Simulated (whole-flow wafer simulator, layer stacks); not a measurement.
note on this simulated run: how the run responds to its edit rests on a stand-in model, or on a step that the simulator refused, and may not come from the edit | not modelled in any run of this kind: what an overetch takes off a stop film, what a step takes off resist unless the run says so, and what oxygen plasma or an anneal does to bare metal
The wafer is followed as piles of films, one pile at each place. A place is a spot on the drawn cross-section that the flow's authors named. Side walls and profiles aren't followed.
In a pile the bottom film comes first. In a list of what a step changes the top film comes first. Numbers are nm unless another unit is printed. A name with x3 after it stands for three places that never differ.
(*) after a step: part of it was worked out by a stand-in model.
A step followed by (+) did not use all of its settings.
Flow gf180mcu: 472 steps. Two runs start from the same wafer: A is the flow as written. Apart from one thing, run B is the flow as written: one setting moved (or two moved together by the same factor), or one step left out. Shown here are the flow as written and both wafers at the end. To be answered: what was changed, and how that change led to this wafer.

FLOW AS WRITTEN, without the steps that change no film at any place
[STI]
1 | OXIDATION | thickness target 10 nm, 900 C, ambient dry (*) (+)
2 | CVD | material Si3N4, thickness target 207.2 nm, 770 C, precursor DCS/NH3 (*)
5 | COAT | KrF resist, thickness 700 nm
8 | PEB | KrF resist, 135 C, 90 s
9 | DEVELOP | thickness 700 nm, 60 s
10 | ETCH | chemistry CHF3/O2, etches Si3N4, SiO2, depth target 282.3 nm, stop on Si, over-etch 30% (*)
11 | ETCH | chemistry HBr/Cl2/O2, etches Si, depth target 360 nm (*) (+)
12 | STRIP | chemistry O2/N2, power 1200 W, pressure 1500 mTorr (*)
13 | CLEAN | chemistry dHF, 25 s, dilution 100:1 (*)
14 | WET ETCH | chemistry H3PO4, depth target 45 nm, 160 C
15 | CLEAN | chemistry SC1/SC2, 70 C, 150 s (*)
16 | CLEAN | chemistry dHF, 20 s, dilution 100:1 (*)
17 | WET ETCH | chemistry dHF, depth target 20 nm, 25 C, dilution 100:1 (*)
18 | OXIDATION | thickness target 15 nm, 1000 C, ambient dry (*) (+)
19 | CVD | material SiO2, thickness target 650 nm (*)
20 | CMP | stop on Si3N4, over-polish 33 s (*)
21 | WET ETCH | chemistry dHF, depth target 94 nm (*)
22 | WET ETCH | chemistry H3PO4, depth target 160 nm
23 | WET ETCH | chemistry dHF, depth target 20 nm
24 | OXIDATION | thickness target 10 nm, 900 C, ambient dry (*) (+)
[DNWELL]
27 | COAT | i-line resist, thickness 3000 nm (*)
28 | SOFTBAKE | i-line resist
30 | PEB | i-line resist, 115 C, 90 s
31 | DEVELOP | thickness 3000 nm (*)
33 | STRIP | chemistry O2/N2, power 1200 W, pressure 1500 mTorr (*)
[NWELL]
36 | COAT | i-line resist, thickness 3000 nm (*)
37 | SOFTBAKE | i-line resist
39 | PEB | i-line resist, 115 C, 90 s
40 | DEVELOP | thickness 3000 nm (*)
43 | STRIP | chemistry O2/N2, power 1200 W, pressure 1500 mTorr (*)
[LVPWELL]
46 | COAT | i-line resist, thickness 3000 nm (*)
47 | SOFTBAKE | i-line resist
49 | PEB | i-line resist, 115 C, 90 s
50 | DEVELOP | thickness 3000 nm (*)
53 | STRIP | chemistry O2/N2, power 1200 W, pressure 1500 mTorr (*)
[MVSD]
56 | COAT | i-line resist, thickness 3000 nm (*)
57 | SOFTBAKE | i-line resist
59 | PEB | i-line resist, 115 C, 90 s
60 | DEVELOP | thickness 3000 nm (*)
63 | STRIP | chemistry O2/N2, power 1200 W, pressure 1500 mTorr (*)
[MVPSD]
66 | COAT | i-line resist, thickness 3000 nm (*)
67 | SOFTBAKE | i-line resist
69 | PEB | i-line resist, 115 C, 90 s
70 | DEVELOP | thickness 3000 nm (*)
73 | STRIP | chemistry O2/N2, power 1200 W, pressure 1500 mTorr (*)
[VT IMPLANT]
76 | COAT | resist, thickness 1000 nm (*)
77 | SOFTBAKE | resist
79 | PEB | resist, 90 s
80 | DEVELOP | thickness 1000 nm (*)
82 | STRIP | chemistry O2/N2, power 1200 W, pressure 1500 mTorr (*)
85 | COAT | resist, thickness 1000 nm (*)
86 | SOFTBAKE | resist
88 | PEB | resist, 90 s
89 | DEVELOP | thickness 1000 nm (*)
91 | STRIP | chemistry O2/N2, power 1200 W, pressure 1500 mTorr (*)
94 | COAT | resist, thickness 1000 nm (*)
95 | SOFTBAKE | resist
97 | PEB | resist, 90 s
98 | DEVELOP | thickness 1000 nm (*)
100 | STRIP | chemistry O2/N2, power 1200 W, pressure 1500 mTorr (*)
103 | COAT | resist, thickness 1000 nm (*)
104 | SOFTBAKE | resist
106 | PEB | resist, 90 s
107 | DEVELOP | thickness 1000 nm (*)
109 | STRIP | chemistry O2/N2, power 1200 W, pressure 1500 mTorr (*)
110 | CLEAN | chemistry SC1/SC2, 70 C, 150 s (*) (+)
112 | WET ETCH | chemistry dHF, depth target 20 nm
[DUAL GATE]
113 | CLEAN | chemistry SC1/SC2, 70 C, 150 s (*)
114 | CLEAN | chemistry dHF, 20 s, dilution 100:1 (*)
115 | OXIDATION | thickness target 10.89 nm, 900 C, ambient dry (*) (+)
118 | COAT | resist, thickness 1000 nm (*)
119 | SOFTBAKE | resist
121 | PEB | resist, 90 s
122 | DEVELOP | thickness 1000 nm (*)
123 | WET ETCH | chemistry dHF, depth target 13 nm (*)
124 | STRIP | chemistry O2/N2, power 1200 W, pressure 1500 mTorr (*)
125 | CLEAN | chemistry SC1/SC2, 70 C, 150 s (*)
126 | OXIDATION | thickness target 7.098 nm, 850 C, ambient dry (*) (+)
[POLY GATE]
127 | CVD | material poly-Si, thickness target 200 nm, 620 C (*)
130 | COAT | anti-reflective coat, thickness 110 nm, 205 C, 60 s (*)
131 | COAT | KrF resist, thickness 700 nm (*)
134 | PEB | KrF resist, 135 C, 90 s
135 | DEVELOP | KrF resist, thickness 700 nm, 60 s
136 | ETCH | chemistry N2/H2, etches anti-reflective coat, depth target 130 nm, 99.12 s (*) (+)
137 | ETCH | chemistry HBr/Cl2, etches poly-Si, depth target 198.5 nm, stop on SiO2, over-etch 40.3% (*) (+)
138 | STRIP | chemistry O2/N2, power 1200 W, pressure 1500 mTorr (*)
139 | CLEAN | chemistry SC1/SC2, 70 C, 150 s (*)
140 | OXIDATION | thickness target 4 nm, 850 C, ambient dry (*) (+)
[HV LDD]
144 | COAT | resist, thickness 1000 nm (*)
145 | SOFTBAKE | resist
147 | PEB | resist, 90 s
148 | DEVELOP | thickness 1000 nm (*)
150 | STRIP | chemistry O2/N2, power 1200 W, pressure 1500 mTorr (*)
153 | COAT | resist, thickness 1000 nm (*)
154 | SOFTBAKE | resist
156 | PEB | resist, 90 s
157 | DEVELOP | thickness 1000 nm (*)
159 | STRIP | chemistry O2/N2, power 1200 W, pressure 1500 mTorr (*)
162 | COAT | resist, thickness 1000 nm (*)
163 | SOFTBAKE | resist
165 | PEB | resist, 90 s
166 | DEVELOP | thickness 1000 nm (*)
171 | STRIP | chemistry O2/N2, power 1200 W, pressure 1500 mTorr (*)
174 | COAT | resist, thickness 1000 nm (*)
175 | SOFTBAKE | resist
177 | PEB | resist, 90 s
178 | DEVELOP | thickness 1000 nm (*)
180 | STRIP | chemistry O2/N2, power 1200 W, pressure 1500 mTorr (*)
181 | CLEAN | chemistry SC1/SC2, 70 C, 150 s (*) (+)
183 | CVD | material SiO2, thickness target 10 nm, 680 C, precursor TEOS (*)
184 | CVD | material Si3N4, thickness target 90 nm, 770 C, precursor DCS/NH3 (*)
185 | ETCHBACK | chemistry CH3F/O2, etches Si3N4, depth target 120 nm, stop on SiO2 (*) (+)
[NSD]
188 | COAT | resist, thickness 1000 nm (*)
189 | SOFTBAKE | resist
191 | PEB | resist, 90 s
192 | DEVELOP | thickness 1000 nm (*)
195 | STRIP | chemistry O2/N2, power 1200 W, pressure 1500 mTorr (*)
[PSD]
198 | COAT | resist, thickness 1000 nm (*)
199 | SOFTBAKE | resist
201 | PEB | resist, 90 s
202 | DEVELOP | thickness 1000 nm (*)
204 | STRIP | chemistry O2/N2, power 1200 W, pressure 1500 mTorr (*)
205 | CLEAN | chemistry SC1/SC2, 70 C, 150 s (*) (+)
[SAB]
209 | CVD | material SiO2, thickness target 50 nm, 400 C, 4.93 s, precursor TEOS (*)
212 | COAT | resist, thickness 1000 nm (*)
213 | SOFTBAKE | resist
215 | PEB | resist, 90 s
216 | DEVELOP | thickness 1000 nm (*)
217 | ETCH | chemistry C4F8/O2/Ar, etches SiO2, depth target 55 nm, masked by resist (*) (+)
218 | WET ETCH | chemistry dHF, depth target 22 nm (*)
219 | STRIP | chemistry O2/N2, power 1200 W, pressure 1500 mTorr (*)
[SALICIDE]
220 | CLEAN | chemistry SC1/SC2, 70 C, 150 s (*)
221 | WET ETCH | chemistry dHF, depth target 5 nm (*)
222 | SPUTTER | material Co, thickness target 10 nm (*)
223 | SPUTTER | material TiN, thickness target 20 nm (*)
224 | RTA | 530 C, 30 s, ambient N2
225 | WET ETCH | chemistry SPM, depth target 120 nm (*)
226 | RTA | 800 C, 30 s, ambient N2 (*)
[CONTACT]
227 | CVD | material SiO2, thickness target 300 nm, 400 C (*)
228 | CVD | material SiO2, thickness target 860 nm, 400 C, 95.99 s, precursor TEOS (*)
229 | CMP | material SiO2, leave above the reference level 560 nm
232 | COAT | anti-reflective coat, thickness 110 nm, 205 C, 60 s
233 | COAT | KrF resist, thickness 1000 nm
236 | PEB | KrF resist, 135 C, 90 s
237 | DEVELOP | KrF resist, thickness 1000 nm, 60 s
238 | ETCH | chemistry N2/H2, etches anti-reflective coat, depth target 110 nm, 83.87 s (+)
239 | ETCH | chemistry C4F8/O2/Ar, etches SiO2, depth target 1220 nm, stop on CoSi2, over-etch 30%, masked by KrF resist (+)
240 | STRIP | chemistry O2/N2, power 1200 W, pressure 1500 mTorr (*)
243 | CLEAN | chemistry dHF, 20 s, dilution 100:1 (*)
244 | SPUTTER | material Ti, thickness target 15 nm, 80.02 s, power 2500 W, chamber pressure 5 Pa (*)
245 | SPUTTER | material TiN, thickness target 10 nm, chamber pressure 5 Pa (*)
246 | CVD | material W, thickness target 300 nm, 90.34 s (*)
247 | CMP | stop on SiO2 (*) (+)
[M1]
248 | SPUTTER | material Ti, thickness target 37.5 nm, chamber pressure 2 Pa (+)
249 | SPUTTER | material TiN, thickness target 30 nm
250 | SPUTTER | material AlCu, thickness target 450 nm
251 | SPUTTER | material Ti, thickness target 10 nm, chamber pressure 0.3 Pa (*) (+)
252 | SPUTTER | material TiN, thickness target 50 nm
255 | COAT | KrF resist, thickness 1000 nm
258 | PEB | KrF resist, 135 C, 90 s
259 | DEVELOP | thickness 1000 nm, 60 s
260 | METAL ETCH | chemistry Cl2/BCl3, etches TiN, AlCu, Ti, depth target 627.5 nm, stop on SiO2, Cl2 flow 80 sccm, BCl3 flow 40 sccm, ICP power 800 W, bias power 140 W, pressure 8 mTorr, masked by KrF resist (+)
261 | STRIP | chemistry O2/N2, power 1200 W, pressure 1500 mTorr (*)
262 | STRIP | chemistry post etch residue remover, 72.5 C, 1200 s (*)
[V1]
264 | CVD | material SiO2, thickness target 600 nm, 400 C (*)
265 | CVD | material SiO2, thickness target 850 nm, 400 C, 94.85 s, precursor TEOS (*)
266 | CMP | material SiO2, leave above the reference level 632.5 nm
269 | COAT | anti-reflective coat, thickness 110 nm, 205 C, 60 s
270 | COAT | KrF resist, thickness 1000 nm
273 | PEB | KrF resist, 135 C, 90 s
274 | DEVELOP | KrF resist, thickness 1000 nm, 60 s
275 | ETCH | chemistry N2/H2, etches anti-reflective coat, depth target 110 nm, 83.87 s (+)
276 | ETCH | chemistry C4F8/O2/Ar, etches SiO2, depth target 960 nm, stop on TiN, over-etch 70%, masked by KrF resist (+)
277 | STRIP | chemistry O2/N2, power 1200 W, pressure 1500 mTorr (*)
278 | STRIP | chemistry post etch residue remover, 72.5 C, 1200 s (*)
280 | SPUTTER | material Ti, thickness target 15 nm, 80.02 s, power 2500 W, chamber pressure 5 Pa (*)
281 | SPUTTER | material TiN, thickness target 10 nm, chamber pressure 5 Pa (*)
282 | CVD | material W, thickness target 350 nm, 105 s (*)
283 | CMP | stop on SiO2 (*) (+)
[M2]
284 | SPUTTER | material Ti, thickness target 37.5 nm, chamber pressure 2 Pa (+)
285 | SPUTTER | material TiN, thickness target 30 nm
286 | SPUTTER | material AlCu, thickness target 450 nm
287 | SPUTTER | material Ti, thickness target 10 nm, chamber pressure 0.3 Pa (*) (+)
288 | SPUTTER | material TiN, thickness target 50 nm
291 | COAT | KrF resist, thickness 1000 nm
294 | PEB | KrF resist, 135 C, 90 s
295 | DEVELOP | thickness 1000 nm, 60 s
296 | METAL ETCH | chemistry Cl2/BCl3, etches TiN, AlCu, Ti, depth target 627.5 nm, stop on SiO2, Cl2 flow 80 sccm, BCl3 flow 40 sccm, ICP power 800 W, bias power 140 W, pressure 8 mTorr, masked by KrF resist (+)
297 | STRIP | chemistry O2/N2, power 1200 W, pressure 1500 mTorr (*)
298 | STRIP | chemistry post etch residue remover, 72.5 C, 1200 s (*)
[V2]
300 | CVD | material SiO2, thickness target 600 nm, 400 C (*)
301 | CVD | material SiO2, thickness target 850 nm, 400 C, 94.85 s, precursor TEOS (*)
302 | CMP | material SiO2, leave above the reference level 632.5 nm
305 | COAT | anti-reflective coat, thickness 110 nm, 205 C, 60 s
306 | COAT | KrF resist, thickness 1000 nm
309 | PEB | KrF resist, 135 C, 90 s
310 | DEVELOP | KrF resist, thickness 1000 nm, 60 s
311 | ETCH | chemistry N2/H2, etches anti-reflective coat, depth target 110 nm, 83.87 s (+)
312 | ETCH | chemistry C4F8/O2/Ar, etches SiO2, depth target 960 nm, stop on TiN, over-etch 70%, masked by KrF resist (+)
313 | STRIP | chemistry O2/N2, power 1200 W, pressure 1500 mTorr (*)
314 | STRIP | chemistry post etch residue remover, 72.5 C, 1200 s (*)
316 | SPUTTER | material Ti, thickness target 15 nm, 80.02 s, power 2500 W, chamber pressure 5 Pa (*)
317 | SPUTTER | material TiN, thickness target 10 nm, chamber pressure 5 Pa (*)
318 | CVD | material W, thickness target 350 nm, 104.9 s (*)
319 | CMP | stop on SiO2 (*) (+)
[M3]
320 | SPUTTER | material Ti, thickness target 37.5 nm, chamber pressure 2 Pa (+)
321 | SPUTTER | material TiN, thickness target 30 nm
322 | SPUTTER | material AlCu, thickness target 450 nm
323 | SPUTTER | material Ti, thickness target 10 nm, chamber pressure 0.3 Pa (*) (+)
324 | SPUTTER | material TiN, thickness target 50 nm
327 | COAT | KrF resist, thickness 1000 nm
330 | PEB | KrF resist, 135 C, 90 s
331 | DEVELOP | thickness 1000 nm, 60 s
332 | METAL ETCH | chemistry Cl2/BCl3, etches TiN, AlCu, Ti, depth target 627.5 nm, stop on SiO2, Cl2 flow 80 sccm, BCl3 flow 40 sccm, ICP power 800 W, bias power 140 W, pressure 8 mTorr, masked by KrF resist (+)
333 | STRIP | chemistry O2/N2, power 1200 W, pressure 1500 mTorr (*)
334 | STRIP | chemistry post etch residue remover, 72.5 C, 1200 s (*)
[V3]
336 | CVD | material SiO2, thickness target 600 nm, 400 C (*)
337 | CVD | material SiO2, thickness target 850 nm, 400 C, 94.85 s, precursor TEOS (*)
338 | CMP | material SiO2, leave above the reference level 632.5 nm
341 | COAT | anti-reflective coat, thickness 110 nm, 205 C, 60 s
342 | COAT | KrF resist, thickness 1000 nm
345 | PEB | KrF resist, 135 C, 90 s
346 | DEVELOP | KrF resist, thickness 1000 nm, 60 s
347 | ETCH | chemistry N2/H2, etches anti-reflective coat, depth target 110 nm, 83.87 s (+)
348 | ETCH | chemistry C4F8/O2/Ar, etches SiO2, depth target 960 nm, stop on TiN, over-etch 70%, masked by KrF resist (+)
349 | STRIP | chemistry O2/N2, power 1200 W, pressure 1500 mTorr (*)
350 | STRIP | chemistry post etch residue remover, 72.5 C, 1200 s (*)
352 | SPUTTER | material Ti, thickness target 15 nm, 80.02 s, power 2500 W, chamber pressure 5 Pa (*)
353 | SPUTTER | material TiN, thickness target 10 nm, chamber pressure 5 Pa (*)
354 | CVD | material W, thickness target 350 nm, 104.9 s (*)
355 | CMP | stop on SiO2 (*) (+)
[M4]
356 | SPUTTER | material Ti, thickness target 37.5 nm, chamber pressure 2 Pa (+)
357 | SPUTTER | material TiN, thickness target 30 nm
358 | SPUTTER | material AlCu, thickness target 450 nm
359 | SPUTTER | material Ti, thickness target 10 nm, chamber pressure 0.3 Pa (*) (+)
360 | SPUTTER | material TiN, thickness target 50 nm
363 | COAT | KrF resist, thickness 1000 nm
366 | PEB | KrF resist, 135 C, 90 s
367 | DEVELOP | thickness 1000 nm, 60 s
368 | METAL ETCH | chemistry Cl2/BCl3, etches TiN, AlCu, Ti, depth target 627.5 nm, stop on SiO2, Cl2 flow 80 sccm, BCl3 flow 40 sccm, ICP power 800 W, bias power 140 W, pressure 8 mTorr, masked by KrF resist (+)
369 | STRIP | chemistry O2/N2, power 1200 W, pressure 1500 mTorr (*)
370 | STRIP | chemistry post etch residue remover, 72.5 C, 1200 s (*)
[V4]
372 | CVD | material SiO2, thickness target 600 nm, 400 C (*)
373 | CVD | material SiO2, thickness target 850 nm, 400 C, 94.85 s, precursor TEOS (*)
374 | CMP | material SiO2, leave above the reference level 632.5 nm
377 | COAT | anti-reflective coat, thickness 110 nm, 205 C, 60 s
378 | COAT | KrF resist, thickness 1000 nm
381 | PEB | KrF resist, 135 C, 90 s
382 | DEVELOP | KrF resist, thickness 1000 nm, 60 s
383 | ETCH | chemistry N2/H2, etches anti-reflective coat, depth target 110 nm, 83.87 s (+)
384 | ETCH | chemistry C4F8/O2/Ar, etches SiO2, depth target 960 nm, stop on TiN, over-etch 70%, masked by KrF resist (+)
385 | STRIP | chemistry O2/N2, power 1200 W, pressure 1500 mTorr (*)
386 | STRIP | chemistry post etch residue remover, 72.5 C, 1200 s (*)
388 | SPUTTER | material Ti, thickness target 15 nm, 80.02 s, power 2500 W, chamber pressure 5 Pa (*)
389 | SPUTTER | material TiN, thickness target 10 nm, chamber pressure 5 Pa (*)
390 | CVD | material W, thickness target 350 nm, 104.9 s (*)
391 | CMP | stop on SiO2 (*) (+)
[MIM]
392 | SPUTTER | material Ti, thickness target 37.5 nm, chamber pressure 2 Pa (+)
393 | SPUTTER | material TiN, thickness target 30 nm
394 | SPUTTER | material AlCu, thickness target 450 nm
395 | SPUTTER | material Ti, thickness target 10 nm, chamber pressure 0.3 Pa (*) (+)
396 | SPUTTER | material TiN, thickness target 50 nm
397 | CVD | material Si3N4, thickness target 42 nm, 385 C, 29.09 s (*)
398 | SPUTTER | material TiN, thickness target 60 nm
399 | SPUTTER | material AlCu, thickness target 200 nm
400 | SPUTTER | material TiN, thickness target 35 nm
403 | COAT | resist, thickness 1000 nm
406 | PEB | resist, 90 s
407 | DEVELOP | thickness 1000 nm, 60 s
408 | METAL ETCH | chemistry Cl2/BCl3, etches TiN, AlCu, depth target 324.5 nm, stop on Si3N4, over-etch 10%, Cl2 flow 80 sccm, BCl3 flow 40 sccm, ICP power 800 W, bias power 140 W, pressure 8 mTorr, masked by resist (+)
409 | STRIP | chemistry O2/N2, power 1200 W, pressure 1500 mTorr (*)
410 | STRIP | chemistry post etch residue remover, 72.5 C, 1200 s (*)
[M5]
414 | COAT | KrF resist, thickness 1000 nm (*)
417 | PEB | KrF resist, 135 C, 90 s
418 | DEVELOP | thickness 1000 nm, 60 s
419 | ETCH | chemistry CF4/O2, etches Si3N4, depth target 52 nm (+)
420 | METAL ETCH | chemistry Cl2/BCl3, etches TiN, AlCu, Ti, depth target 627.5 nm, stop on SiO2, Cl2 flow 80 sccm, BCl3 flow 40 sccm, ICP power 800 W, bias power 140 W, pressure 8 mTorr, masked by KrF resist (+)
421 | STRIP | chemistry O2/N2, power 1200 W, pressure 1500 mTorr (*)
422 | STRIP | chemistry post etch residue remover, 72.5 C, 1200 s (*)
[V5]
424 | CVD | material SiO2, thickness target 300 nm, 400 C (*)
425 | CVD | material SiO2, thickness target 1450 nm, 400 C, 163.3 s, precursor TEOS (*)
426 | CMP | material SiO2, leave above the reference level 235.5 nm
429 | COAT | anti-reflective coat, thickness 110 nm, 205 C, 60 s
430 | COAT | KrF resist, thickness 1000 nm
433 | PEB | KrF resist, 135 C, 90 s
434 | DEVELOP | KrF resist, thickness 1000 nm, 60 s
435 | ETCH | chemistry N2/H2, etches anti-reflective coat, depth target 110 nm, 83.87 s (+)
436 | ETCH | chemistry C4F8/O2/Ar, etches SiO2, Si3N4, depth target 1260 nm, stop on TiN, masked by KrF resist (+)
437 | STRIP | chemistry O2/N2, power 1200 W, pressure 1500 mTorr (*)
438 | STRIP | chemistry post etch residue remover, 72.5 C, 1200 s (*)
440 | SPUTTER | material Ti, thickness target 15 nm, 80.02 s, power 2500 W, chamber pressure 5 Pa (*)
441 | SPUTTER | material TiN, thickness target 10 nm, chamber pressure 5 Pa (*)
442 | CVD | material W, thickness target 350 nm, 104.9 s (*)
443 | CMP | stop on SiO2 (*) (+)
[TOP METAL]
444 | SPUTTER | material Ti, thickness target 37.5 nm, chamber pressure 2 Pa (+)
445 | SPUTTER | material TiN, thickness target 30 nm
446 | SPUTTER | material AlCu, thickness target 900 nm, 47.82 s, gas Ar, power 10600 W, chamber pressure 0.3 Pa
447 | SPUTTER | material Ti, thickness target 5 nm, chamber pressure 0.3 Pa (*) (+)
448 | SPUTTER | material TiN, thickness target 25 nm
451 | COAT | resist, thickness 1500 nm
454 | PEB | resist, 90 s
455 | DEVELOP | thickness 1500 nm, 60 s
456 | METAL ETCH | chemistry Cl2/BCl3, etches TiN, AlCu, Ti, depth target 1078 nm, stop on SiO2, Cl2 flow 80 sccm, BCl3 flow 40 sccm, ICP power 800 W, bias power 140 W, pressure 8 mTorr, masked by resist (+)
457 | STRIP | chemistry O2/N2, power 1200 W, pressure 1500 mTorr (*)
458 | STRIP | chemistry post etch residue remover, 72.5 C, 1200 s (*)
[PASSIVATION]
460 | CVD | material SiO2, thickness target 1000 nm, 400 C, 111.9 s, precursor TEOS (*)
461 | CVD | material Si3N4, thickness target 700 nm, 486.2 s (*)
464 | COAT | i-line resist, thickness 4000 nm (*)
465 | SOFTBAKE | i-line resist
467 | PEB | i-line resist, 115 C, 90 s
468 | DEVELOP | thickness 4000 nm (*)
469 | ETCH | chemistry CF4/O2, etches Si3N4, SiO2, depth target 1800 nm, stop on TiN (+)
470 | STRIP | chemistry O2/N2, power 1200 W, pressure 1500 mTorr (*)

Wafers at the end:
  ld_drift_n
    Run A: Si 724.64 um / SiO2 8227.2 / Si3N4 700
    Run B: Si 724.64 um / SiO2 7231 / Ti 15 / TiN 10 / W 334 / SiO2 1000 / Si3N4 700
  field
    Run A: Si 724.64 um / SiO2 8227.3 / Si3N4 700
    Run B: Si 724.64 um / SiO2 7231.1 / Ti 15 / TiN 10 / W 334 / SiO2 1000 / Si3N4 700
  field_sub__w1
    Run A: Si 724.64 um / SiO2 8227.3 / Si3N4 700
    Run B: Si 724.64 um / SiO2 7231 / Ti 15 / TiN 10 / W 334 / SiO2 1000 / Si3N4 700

The reason: step 443, CMP: stop on SiO2 (*) (+), was not run.

Step by step, how the change led to this:
  456 | METAL ETCH | chemistry Cl2/BCl3, etches TiN, AlCu, Ti, depth target 1078 nm, stop on SiO2, Cl2 flow 80 sccm, BCl3 flow 40 sccm, ICP power 800 W, bias power 140 W, pressure 8 mTorr, masked by resist (+)
      field, field__w1, field__w2 and 103 more: A TiN loses 25 (all of it), Ti loses 5 (all of it), AlCu loses 900 (all of it), TiN loses 30 (all of it), Ti loses 37.5 (all of it) | B TiN loses 25 (all of it), Ti loses 5 (all of it), AlCu loses 900 (all of it), TiN loses 30 (all of it), Ti loses 37.5 (all of it), W loses 10
  458 | STRIP | chemistry post etch residue remover, 72.5 C, 1200 s (*)
      field, field__w1, field__w2 and 103 more: A nothing | B W loses 6.01
  460 | CVD | material SiO2, thickness target 1000 nm, 400 C, 111.9 s, precursor TEOS (*)
      field, field__w1, field__w2 and 103 more: A SiO2 gains 1000 | B SiO2 gains 1000 (new film)
  465 | SOFTBAKE | i-line resist
      field__w11, field__w13: A i-line resist gains 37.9 | B i-line resist gains 32
      field: A i-line resist loses 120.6 | B i-line resist loses 111.2
      (as well as at 63 more places)
With metal films that touch counted as one body, ld_drift_n has 1 body; the flow as written gives 0 bodies.
With metal films that touch counted as one body, field has 1 body; the flow as written gives 0 bodies.
With metal films that touch counted as one body, field_sub__w1 has 1 body; the flow as written gives 0 bodies.
